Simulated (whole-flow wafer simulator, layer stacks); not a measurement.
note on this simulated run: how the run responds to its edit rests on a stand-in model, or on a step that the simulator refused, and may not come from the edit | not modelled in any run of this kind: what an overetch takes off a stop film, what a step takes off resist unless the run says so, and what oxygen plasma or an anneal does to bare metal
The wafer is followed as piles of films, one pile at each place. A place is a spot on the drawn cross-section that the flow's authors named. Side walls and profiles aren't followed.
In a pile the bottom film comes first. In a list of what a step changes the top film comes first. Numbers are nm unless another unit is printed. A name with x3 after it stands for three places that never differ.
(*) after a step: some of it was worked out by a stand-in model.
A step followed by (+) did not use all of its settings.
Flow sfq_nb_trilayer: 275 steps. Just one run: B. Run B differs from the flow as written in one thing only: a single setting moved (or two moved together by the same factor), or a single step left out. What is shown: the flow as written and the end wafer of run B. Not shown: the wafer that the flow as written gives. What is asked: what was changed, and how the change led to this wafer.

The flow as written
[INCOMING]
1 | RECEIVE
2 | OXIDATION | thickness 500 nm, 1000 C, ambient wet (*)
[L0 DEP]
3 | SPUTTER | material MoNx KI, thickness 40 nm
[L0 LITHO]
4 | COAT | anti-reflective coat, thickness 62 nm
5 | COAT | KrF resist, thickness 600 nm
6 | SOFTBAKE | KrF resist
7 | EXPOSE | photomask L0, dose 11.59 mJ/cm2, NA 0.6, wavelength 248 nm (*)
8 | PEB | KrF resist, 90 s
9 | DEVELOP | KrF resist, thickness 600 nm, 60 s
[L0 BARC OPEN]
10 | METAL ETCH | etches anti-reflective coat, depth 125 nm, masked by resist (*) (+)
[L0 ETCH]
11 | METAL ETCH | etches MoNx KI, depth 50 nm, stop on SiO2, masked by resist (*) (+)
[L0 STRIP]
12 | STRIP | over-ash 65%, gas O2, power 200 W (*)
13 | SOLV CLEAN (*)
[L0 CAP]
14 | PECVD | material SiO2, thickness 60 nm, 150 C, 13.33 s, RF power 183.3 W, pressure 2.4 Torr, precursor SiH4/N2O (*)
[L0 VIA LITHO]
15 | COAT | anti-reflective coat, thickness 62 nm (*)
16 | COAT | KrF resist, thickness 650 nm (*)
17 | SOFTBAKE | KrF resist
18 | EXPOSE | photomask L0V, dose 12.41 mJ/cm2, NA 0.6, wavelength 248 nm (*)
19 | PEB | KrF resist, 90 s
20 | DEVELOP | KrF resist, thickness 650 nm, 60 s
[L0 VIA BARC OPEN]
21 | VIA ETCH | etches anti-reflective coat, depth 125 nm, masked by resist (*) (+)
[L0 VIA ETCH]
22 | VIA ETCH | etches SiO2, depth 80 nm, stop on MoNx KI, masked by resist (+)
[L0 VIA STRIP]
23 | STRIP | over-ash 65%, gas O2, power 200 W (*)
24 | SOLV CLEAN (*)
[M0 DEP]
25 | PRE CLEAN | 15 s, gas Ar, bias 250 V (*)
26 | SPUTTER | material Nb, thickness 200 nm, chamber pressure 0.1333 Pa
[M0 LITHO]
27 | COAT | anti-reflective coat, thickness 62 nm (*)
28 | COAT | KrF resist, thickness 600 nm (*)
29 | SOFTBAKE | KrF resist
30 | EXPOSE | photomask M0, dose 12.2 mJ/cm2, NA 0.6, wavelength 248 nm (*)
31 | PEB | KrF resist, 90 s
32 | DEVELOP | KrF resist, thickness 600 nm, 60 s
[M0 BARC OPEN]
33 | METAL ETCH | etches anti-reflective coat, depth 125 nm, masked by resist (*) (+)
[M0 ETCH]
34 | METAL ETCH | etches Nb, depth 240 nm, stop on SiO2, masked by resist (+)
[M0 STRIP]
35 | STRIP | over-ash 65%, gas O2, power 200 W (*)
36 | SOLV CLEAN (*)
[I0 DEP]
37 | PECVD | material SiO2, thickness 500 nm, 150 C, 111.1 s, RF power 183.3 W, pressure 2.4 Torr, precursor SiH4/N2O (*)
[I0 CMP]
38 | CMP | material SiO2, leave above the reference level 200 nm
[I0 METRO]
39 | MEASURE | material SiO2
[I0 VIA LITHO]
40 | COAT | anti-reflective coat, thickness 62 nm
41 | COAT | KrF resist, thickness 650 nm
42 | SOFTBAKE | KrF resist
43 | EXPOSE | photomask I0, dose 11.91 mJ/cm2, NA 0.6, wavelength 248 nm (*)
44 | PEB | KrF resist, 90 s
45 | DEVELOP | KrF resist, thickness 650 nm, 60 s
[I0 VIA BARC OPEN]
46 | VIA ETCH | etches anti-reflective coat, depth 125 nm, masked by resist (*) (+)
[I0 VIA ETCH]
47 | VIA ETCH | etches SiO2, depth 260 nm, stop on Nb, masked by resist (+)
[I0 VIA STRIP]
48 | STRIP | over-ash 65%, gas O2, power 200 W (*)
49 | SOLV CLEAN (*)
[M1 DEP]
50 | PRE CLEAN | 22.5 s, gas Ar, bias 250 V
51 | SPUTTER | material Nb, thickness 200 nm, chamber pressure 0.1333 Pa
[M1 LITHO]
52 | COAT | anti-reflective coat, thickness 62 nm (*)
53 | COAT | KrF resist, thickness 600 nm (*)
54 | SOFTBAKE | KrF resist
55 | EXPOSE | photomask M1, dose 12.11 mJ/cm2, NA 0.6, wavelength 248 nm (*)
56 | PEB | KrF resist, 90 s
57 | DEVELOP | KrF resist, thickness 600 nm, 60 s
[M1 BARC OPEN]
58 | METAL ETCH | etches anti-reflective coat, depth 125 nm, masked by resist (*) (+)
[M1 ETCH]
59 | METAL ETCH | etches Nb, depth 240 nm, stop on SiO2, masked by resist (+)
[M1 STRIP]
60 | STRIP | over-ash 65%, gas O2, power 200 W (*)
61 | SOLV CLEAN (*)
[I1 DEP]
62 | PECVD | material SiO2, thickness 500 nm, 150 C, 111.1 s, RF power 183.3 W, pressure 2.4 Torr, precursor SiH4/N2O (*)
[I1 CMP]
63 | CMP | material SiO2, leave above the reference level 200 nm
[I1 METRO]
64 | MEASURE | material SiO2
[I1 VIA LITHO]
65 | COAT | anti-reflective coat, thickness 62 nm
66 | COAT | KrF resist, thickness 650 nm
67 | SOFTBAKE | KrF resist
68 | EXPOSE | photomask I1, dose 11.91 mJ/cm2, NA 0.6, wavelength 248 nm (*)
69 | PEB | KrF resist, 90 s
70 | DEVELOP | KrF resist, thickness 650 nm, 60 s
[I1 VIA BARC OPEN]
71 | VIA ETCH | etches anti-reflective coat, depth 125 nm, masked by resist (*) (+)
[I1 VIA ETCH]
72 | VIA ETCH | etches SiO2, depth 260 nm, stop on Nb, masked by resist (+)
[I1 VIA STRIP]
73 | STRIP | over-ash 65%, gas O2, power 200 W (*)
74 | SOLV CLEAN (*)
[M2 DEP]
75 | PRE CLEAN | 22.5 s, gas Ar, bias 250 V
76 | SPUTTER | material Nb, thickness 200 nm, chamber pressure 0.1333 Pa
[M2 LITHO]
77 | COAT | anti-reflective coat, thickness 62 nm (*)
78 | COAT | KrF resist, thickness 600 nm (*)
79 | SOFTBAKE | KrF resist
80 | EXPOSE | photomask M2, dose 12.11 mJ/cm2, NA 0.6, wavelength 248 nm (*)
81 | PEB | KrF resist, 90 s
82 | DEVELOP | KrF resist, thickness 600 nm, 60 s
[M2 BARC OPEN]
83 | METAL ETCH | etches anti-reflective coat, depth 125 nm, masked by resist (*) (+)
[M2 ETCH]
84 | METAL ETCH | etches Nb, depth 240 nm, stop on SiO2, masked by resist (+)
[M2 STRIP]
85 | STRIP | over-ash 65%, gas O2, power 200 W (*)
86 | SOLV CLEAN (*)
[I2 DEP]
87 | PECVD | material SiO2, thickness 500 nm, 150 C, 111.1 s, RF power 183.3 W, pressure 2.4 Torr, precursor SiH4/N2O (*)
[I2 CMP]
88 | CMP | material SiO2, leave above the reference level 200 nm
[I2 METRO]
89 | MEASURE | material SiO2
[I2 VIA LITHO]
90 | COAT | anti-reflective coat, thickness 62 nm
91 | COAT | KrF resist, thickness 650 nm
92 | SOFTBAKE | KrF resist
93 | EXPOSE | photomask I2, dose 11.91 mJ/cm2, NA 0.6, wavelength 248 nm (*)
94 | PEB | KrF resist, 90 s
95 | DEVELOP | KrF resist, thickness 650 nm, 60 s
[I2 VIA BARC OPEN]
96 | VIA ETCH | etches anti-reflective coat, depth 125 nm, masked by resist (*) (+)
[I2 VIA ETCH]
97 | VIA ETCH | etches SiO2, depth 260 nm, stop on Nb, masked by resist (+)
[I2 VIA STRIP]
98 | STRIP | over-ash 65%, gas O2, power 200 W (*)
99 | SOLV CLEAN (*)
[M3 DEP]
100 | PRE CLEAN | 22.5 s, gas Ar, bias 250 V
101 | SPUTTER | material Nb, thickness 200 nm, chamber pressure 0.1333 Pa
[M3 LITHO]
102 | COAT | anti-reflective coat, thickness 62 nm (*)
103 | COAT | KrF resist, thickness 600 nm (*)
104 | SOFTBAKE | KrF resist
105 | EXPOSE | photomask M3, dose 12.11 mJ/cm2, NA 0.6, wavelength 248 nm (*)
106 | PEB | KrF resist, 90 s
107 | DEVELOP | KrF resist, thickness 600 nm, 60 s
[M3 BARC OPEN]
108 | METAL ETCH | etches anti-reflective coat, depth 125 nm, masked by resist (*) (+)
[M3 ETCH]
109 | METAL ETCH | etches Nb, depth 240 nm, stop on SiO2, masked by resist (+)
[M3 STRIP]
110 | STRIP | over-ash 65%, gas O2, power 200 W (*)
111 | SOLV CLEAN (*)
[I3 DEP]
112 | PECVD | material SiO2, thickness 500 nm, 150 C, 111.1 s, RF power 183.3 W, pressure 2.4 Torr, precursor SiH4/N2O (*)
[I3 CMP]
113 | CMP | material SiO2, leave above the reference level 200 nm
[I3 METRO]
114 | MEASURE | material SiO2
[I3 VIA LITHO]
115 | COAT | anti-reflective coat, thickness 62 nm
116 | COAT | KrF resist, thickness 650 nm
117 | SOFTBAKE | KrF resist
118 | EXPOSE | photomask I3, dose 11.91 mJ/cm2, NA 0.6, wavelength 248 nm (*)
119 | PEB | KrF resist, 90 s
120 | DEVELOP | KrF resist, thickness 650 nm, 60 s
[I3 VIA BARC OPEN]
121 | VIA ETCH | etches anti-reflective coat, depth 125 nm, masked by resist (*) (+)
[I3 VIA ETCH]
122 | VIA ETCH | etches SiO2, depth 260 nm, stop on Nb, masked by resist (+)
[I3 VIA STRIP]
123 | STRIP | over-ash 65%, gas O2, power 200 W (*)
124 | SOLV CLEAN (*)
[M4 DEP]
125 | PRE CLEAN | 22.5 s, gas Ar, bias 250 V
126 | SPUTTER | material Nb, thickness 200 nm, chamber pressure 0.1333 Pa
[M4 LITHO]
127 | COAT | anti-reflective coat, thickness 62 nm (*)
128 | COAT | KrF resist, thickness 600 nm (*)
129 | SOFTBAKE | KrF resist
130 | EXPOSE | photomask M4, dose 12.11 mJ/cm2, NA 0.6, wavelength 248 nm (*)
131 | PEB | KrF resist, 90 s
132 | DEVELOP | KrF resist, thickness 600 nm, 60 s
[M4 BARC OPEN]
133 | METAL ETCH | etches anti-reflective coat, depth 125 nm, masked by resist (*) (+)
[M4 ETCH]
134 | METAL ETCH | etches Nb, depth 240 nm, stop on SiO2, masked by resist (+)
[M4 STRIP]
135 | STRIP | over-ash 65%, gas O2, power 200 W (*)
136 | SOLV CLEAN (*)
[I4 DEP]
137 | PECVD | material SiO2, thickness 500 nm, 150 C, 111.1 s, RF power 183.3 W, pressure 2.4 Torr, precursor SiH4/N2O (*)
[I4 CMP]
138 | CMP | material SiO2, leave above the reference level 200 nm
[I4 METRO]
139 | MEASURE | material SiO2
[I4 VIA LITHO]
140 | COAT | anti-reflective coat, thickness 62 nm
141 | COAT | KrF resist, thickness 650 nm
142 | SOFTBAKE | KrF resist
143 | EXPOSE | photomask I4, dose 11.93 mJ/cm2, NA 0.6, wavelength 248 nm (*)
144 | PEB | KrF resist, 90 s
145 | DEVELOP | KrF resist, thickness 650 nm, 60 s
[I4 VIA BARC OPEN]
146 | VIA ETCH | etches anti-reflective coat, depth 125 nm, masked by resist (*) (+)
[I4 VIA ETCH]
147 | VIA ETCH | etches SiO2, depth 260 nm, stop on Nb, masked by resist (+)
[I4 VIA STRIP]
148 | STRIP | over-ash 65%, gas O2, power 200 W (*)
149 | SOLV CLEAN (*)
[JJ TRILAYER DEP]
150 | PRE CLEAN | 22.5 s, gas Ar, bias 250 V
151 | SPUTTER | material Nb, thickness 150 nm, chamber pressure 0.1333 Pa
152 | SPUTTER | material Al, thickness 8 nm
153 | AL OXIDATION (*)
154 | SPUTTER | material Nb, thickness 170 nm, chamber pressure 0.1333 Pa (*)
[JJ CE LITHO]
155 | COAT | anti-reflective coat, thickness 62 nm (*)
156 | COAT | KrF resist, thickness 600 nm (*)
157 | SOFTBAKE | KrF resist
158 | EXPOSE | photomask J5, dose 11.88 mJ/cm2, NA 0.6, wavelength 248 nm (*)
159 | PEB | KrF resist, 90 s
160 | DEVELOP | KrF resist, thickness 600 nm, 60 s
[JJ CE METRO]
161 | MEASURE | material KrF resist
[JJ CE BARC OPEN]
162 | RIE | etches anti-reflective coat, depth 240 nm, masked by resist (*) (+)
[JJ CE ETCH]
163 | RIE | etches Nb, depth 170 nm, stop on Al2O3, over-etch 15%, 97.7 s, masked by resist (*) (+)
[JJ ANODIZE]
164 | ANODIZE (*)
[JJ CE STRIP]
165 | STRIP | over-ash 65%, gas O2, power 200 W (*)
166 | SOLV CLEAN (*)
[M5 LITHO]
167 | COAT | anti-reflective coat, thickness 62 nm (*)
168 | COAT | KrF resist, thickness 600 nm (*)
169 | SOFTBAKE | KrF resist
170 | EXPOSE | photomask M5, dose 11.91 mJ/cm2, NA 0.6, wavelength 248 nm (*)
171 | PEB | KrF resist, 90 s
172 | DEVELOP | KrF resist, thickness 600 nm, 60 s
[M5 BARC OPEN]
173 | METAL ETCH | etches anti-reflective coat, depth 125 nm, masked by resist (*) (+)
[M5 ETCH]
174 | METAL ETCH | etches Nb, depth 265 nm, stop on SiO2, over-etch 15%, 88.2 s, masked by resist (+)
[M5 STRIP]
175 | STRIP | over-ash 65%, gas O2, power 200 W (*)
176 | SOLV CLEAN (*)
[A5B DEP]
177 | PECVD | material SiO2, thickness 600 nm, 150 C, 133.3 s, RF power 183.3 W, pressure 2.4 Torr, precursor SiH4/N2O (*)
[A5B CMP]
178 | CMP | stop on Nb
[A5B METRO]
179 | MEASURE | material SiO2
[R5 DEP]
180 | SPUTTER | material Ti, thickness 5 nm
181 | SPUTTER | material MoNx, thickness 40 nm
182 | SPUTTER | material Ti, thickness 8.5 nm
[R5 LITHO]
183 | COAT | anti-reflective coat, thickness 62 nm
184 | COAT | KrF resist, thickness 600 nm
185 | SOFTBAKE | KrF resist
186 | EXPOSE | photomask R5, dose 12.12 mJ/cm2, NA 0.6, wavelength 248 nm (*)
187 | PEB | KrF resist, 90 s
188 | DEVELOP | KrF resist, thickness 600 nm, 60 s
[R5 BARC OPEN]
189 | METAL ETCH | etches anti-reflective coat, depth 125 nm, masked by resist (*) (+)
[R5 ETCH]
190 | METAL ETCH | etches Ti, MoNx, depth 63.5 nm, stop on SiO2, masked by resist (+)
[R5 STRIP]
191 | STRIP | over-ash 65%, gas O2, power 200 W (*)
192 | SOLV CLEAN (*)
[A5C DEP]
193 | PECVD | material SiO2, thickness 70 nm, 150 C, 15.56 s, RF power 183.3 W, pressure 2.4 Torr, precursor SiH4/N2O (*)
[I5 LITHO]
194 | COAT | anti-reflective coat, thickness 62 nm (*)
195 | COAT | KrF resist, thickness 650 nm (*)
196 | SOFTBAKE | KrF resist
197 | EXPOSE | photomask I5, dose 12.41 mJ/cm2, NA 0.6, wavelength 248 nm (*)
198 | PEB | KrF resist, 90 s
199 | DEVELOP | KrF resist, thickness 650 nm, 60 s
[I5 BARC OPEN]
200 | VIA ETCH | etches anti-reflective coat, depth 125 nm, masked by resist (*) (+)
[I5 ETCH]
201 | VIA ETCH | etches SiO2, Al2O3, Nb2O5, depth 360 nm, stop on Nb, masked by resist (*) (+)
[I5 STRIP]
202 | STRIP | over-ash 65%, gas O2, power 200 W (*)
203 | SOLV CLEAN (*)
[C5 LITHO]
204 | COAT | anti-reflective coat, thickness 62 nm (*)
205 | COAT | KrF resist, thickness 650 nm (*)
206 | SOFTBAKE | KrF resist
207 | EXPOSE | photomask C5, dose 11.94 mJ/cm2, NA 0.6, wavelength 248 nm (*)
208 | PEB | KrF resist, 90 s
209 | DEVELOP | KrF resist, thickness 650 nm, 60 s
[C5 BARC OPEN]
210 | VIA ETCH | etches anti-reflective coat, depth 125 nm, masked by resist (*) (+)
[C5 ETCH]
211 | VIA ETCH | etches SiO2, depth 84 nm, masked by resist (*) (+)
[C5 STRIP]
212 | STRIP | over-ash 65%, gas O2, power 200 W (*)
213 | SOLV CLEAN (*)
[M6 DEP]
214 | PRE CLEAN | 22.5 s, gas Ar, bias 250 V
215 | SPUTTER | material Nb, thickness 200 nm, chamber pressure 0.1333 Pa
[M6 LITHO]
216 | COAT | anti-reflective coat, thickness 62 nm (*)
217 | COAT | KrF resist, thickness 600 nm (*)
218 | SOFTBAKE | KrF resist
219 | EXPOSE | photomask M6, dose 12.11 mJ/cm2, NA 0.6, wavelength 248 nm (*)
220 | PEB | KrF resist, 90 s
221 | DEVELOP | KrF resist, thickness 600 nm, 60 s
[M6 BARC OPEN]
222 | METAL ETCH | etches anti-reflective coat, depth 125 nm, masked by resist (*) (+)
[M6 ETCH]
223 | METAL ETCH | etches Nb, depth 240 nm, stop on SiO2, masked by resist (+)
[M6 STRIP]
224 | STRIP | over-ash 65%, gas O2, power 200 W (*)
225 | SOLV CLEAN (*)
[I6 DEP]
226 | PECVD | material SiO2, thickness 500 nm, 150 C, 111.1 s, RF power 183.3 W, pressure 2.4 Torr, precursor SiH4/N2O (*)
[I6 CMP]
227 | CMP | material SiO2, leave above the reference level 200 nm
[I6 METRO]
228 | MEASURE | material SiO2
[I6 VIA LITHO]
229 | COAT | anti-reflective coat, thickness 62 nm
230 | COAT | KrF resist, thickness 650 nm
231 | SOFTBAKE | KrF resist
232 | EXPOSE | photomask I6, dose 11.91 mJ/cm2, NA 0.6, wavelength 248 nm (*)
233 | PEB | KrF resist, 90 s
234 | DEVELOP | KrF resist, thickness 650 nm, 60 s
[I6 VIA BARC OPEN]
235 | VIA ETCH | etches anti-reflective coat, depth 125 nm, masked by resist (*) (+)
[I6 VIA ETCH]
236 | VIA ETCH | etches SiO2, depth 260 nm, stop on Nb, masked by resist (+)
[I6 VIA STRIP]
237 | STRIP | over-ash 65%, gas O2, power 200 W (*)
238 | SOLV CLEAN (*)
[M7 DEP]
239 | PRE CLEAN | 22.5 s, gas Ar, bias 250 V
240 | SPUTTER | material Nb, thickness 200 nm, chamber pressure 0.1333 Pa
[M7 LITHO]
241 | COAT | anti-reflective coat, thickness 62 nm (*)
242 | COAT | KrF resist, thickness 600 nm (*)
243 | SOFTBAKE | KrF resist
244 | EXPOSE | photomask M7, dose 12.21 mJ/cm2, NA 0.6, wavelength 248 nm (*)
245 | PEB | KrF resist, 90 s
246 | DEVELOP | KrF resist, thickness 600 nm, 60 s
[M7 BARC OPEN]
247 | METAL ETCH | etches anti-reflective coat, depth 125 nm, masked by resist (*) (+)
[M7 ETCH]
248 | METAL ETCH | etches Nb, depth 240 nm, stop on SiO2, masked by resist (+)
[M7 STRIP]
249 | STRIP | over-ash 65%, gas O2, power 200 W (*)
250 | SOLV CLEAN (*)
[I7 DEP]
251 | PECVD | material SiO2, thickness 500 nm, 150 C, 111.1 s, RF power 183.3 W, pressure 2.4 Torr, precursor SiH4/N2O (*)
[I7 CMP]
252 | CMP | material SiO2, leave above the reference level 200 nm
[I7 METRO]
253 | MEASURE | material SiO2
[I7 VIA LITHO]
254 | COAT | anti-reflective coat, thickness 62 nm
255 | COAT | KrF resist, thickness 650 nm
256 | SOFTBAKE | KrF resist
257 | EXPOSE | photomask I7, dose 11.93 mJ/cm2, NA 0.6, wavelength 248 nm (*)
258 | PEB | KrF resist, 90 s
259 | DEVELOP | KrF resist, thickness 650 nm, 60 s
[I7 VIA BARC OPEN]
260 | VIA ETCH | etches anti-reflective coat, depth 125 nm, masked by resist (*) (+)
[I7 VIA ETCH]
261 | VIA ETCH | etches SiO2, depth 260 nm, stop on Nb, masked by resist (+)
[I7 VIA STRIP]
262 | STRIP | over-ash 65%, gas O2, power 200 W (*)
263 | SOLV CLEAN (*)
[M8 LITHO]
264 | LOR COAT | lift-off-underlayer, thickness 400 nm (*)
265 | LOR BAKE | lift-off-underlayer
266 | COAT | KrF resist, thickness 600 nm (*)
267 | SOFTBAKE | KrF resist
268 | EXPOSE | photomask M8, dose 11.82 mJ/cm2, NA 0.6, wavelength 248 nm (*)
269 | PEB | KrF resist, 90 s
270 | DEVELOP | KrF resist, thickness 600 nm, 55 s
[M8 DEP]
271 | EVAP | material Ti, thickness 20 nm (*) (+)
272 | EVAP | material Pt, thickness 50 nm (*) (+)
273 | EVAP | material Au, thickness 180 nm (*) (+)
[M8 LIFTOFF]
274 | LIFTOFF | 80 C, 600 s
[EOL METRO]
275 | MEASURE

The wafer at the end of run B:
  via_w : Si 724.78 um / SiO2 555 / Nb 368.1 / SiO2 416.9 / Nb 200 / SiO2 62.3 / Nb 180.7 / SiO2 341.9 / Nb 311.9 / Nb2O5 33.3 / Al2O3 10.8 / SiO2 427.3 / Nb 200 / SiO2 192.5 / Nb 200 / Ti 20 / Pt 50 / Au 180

Cause: step 97, VIA ETCH: depth 130 nm was run, whereas the flow has depth 260 nm.

The path from the change to this, step by step:
  97 | VIA ETCH | etches SiO2, depth 260 nm, stop on Nb, masked by resist (+)
      via_w: -130 SiO2 (in the flow as written it would be: -199.8 SiO2 (all of it))
      field_l, v_sur, via_wl and 102 more: -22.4 KrF resist (in the flow as written it would be: -44.8 KrF resist)
  98 | STRIP | over-ash 65%, gas O2, power 200 W (*)
      field_l, v_sur, via_wl and 102 more: -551 KrF resist (all of it), -62 anti-reflective coat (all of it) (in the flow as written it would be: -528.6 KrF resist (all of it), -62 anti-reflective coat (all of it))
  100 | PRE CLEAN | 22.5 s, gas Ar, bias 250 V
      via_w: -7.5 SiO2 (in the flow as written it would be: -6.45 Nb)
  101 | SPUTTER | material Nb, thickness 200 nm, chamber pressure 0.1333 Pa
      via_w: +180.7 Nb (new film) (in the flow as written it would be: +165.5 Nb)
  102 | COAT | anti-reflective coat, thickness 62 nm (*)
      via_wl, via_wr: +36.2 anti-reflective coat (new film) (in the flow as written it would be: +34.2 anti-reflective coat (new film))
      via_w: +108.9 anti-reflective coat (new film) (in the flow as written it would be: +124.8 anti-reflective coat (new film))
  103 | COAT | KrF resist, thickness 600 nm (*)
      via_w: +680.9 KrF resist (new film) (in the flow as written it would be: +737.9 KrF resist (new film))
  110 | STRIP | over-ash 65%, gas O2, power 200 W (*)
      via_wl, via_wr: -390.8 KrF resist (all of it), -36.2 anti-reflective coat (all of it) (in the flow as written it would be: -384.2 KrF resist (all of it), -34.2 anti-reflective coat (all of it))
      via_w: -463.1 KrF resist (all of it), -108.9 anti-reflective coat (all of it) (in the flow as written it would be: -520 KrF resist (all of it), -124.8 anti-reflective coat (all of it))
  112 | PECVD | material SiO2, thickness 500 nm, 150 C, 111.1 s, RF power 183.3 W, pressure 2.4 Torr, precursor SiH4/N2O (*)
      via_w: +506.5 SiO2 (new film) (in the flow as written it would be: +615 SiO2 (new film))
  113 | CMP | material SiO2, leave above the reference level 200 nm
      via_w: -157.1 SiO2 (in the flow as written it would be: -181.6 SiO2)
With metal films that touch counted as one body, via_w has 6 bodies (between them, from the top down: SiO2 192.5; SiO2 427.3 / Al2O3 10.8 / Nb2O5 33.3; SiO2 341.9; SiO2 62.3; SiO2 416.9); the flow as written gives 5 bodies (between them, from the top down: SiO2 192.5; SiO2 427.3 / Al2O3 10.8 / Nb2O5 33.3; SiO2 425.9; SiO2 416.9).
